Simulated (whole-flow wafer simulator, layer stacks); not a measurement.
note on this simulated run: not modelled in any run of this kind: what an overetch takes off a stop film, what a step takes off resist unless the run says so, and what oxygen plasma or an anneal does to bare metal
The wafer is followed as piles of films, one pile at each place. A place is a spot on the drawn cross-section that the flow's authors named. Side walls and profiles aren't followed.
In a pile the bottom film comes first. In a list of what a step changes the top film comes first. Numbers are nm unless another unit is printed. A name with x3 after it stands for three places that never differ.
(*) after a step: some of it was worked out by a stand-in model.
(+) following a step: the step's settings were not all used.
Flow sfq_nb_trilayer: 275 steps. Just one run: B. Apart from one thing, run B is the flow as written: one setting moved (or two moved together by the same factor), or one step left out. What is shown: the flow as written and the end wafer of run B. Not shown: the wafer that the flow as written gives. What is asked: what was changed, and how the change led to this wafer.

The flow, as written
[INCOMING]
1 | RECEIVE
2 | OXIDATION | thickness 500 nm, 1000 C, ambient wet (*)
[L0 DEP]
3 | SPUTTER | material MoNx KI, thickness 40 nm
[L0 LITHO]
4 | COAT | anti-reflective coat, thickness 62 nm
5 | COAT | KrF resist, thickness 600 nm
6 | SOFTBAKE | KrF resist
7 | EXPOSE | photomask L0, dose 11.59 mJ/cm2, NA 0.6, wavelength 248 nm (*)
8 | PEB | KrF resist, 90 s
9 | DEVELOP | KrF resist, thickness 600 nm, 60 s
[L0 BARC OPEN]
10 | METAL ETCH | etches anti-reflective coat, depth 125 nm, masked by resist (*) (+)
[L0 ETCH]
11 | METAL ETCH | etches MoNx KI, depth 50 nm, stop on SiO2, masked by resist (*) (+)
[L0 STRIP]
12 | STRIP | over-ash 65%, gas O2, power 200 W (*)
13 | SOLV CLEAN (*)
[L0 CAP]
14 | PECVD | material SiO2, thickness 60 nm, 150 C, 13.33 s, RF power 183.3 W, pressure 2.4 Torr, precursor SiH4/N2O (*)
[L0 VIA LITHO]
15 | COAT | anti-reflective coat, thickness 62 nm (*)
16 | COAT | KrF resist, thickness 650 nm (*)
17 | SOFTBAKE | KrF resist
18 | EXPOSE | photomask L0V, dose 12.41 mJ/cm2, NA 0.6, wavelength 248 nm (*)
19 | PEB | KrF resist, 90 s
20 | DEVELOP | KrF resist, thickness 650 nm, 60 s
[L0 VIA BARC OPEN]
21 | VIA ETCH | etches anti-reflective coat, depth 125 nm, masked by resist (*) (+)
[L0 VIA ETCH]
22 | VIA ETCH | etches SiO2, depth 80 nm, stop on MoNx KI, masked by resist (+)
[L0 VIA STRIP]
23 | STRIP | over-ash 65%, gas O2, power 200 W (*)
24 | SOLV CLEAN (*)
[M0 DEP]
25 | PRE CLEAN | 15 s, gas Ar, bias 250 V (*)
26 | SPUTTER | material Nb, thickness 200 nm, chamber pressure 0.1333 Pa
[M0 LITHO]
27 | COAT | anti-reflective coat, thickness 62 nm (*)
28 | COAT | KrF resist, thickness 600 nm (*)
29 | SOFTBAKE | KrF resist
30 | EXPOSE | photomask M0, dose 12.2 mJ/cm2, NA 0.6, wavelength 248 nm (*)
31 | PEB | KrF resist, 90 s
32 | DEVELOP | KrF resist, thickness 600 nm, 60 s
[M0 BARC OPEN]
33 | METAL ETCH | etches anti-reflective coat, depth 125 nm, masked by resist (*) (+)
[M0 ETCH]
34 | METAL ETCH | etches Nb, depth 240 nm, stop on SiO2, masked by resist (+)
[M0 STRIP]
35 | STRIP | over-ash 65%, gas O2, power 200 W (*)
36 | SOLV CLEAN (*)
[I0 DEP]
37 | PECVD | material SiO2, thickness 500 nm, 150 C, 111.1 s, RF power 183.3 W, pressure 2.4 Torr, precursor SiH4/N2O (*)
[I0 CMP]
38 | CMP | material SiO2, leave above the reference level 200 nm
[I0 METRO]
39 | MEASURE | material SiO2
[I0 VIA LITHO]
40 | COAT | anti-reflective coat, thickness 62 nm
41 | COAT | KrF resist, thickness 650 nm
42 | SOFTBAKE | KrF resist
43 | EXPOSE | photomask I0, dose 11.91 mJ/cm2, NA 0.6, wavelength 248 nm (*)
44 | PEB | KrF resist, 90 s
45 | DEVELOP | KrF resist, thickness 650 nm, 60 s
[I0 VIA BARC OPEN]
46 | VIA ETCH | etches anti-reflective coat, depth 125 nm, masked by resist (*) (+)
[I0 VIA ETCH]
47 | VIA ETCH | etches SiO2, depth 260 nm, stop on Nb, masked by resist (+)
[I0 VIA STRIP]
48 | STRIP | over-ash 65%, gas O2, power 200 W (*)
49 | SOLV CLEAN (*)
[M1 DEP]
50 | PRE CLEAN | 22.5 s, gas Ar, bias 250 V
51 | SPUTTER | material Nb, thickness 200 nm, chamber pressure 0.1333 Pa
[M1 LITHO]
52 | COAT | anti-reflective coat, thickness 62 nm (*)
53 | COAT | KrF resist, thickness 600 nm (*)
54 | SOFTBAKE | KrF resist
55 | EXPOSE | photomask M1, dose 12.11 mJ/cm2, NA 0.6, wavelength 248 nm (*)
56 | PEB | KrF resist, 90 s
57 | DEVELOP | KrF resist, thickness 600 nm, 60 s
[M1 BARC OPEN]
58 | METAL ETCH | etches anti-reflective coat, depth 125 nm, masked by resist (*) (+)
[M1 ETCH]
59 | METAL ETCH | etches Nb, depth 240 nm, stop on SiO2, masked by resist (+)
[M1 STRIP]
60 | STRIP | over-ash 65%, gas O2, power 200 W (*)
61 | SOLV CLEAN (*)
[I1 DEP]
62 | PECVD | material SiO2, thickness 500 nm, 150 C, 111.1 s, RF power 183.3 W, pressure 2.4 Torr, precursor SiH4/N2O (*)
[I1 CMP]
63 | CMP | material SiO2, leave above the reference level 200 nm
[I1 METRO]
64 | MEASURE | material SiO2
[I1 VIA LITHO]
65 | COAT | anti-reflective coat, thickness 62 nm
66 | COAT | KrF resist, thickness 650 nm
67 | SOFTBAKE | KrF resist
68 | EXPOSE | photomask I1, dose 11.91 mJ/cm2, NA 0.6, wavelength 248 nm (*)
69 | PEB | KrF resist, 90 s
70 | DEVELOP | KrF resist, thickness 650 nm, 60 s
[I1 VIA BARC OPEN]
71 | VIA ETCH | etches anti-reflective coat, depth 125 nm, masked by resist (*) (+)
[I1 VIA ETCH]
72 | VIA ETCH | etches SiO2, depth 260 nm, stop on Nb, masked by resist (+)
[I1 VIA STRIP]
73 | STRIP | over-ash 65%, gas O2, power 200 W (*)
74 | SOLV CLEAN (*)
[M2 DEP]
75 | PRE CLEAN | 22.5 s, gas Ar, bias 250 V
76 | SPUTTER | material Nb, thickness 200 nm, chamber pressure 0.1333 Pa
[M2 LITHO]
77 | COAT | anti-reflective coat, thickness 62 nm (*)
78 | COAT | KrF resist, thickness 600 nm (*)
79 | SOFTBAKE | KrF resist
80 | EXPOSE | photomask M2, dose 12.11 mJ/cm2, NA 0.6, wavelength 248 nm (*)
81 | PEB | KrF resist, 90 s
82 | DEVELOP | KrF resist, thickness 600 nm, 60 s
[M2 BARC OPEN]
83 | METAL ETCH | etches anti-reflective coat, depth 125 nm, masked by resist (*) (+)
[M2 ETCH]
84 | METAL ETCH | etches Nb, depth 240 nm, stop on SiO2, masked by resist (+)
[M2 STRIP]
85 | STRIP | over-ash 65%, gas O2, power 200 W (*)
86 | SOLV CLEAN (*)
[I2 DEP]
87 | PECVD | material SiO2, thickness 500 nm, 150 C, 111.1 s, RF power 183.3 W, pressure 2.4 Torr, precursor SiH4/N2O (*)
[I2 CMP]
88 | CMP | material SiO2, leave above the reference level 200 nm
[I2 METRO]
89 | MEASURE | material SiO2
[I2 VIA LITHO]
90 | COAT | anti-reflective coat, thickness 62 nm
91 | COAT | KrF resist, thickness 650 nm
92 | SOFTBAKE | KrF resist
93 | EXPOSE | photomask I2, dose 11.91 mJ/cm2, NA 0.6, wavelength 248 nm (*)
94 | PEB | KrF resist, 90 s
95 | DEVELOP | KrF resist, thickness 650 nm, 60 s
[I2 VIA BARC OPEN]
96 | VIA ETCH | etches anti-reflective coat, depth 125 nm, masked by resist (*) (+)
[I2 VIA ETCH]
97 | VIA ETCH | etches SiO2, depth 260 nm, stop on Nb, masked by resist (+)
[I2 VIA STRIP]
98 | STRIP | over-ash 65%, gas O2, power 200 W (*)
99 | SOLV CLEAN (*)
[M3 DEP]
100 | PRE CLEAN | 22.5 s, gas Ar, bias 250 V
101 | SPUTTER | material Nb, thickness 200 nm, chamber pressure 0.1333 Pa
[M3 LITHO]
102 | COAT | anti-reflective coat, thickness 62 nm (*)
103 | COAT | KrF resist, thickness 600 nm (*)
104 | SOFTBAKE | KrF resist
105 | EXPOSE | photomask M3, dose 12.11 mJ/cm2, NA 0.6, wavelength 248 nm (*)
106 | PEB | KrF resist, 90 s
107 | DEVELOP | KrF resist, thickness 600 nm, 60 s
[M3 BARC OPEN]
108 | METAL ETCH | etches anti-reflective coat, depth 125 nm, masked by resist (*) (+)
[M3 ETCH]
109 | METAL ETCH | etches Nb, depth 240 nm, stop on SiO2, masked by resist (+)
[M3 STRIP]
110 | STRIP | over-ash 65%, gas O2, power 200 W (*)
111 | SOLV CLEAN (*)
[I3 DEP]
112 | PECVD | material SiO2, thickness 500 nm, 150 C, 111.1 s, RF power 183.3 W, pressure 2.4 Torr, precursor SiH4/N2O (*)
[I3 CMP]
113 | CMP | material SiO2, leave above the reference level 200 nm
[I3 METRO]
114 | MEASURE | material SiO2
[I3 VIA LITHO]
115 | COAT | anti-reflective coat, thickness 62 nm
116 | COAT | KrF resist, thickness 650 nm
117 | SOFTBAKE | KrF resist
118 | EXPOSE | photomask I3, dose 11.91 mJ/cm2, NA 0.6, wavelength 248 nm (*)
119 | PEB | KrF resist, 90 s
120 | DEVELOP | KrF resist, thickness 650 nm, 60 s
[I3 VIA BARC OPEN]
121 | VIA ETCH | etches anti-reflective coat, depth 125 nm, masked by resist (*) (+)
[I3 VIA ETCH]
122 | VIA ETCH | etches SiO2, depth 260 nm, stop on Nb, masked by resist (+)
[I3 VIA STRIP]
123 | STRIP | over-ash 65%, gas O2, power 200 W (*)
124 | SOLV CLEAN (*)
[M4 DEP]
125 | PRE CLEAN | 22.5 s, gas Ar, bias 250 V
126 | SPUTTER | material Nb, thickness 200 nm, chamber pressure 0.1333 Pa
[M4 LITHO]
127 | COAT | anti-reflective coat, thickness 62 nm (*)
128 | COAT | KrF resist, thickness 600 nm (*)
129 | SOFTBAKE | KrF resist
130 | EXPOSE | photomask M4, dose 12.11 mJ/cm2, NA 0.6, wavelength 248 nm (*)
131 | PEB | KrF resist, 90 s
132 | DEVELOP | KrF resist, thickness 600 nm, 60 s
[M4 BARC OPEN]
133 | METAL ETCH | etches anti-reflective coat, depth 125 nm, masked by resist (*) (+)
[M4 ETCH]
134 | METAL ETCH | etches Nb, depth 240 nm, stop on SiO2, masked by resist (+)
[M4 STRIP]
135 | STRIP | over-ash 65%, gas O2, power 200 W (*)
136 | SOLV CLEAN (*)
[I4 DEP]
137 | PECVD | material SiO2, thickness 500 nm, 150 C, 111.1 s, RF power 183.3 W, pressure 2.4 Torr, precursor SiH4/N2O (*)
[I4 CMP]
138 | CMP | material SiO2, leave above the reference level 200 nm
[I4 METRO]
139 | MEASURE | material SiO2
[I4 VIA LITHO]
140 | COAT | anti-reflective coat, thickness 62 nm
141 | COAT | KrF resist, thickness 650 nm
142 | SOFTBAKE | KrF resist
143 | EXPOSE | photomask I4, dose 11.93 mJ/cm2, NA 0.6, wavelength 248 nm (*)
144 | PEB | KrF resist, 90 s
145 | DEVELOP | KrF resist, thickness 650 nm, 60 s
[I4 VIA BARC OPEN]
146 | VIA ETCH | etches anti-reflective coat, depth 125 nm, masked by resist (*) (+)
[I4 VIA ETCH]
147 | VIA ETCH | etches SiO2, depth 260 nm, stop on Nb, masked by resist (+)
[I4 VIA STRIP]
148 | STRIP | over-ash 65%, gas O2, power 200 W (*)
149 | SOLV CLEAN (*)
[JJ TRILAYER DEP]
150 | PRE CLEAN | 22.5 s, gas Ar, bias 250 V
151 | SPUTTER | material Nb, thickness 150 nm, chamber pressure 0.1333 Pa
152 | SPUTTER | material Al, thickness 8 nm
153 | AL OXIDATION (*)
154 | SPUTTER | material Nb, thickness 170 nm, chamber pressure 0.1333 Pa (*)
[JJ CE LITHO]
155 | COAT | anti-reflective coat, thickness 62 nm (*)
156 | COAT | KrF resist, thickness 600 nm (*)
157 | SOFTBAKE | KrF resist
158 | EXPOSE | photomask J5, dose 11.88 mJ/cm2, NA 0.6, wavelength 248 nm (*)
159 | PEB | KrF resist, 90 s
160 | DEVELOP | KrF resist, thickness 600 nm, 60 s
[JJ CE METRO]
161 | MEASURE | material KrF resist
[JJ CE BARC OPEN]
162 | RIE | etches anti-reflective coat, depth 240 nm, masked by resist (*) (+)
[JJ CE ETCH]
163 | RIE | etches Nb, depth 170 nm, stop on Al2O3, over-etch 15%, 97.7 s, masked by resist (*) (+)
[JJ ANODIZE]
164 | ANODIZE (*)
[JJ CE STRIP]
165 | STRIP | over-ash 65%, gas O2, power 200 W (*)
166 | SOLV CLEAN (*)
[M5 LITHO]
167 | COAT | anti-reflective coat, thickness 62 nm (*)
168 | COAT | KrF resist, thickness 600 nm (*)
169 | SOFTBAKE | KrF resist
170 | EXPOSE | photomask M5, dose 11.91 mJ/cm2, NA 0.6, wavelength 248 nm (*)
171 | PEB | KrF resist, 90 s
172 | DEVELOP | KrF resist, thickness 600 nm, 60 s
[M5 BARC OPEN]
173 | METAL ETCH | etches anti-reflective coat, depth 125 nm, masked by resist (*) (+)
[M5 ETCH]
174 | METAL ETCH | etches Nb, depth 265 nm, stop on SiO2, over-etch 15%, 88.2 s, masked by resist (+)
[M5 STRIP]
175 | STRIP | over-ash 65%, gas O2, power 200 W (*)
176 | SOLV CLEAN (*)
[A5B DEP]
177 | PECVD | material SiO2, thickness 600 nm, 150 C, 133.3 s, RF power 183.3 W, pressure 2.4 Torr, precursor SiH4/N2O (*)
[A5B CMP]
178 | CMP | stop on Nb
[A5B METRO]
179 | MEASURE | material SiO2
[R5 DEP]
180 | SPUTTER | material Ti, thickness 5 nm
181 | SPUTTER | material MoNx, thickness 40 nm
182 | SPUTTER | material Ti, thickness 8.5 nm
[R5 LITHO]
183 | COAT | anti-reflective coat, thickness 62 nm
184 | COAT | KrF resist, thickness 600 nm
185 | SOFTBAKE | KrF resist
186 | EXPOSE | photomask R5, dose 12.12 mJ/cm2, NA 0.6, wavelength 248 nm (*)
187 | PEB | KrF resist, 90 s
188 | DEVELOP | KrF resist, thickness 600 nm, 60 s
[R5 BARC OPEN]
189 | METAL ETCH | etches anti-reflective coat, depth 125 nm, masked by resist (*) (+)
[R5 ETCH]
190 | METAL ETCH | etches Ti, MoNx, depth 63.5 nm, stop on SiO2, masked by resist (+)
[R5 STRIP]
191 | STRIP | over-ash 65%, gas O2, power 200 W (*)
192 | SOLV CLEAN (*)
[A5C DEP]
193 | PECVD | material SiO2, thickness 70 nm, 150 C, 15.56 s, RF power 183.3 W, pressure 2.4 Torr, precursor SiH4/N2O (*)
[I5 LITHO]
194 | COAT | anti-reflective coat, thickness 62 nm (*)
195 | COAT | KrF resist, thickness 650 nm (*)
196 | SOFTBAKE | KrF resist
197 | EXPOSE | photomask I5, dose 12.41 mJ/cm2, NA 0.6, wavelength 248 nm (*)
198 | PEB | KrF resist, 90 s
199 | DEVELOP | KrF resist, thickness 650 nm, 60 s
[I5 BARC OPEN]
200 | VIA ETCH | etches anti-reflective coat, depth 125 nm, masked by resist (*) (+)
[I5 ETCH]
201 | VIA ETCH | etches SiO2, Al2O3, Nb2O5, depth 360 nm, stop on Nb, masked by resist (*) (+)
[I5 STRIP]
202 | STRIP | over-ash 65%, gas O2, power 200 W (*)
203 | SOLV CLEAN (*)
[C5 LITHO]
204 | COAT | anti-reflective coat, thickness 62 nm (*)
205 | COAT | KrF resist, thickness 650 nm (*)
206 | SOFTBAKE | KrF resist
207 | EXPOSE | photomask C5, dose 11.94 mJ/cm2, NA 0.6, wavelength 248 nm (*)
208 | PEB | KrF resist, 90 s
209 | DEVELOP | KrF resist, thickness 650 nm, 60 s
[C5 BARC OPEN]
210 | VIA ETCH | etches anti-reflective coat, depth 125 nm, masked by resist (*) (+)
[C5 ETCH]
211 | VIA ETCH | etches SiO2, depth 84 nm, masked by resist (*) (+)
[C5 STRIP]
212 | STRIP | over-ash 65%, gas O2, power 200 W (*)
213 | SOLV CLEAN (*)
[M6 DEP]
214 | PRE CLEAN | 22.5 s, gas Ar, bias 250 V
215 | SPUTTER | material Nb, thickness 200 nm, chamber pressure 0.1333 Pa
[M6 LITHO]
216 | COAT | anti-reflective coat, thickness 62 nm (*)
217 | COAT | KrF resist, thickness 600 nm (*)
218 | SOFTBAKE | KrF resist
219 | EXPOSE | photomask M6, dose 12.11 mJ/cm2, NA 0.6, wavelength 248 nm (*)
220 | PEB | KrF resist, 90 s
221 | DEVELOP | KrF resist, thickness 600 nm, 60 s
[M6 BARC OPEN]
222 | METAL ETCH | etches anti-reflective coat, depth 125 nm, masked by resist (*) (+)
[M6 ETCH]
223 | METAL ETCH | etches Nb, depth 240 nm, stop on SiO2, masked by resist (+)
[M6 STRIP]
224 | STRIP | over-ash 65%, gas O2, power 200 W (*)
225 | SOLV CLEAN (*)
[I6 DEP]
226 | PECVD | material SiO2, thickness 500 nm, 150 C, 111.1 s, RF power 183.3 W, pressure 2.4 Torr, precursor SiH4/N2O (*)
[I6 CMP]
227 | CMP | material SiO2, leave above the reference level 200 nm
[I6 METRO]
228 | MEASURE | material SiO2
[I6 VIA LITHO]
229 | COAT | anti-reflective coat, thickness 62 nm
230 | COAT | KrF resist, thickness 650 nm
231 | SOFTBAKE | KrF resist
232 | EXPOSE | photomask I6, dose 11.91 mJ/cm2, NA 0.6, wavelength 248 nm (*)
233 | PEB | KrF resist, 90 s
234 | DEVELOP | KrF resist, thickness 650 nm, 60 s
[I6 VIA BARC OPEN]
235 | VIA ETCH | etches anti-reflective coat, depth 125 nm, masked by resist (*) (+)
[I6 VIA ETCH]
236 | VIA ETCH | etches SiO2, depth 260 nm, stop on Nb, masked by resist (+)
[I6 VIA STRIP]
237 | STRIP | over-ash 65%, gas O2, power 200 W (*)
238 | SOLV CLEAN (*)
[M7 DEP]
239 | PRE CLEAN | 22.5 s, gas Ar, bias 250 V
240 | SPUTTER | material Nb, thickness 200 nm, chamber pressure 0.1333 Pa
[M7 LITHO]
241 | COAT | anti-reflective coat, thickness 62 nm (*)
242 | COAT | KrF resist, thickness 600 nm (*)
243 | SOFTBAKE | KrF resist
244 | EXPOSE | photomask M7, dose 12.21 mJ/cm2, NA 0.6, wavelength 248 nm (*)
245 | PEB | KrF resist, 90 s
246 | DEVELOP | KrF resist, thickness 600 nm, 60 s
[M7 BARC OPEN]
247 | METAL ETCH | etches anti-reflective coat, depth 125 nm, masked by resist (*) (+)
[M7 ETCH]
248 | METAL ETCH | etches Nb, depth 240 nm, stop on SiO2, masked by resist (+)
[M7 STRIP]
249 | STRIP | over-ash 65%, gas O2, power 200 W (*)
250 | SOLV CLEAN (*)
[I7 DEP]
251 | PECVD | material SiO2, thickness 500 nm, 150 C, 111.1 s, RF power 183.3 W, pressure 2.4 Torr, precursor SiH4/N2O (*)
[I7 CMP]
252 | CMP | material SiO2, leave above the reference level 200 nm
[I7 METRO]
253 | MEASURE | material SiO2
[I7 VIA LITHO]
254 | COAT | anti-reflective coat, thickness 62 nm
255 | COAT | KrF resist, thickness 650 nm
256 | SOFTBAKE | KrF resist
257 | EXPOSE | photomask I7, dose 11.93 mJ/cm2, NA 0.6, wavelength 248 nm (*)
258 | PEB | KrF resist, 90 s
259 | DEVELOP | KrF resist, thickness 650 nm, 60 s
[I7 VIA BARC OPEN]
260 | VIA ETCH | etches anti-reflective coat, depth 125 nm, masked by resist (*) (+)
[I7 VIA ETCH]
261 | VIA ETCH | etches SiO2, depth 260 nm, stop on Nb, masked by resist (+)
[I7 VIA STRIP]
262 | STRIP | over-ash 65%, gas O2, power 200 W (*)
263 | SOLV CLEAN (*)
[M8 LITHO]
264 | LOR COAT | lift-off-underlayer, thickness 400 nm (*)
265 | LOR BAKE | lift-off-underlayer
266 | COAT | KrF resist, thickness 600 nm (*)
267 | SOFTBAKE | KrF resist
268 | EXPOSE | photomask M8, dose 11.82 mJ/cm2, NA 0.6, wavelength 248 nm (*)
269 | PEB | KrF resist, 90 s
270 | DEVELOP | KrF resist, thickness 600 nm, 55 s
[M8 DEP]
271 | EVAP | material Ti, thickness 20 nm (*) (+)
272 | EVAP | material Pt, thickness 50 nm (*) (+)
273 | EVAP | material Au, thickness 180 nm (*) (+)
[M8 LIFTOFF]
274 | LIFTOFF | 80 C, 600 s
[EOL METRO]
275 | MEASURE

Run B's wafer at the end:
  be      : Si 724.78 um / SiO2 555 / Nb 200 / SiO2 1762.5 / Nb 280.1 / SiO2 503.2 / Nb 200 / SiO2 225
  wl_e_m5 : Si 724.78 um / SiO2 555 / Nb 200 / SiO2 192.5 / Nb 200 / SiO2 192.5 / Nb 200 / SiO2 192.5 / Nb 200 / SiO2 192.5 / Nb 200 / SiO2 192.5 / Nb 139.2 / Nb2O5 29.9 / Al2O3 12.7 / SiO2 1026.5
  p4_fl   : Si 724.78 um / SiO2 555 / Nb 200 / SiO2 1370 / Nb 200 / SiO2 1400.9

The reason: step 252, CMP: leave above the reference level 225 nm was run, while the flow as written has leave above the reference level 200 nm.
One can read it off the wafer: be has SiO2 225, and step 252 as written asks for 200 nm.

How this came from the change, step by step:
  252 | CMP | material SiO2, leave above the reference level 200 nm
      field_l, p4_fl, p4_fm and 56 more: -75 SiO2 (in the flow as written it would be: -100 SiO2)
      v_sur, via_wl, via_w and 37 more: -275 SiO2 (in the flow as written it would be: -300 SiO2)
      (as well as at 7 more places)
  261 | VIA ETCH | etches SiO2, depth 260 nm, stop on Nb, masked by resist (+)
      via_wl, via_w, via_wr: -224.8 SiO2 (all of it) (in the flow as written it would be: -199.8 SiO2 (all of it))
  264 | LOR COAT | lift-off-underlayer, thickness 400 nm (*)
      via_wl, via_wr: +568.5 lift-off-underlayer (new film) (in the flow as written it would be: +549.8 lift-off-underlayer (new film))
      via_w: +553.5 lift-off-underlayer (new film) (in the flow as written it would be: +536.4 lift-off-underlayer (new film))
  270 | DEVELOP | KrF resist, thickness 600 nm, 55 s
      via_wl: -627 KrF resist (all of it), -568.5 lift-off-underlayer (all of it) (in the flow as written it would be: -623.9 KrF resist (all of it), -549.8 lift-off-underlayer (all of it))
      via_w: -640 KrF resist (all of it), -553.5 lift-off-underlayer (all of it) (in the flow as written it would be: -635.4 KrF resist (all of it), -536.4 lift-off-underlayer (all of it))
      (as well as at 1 more place)
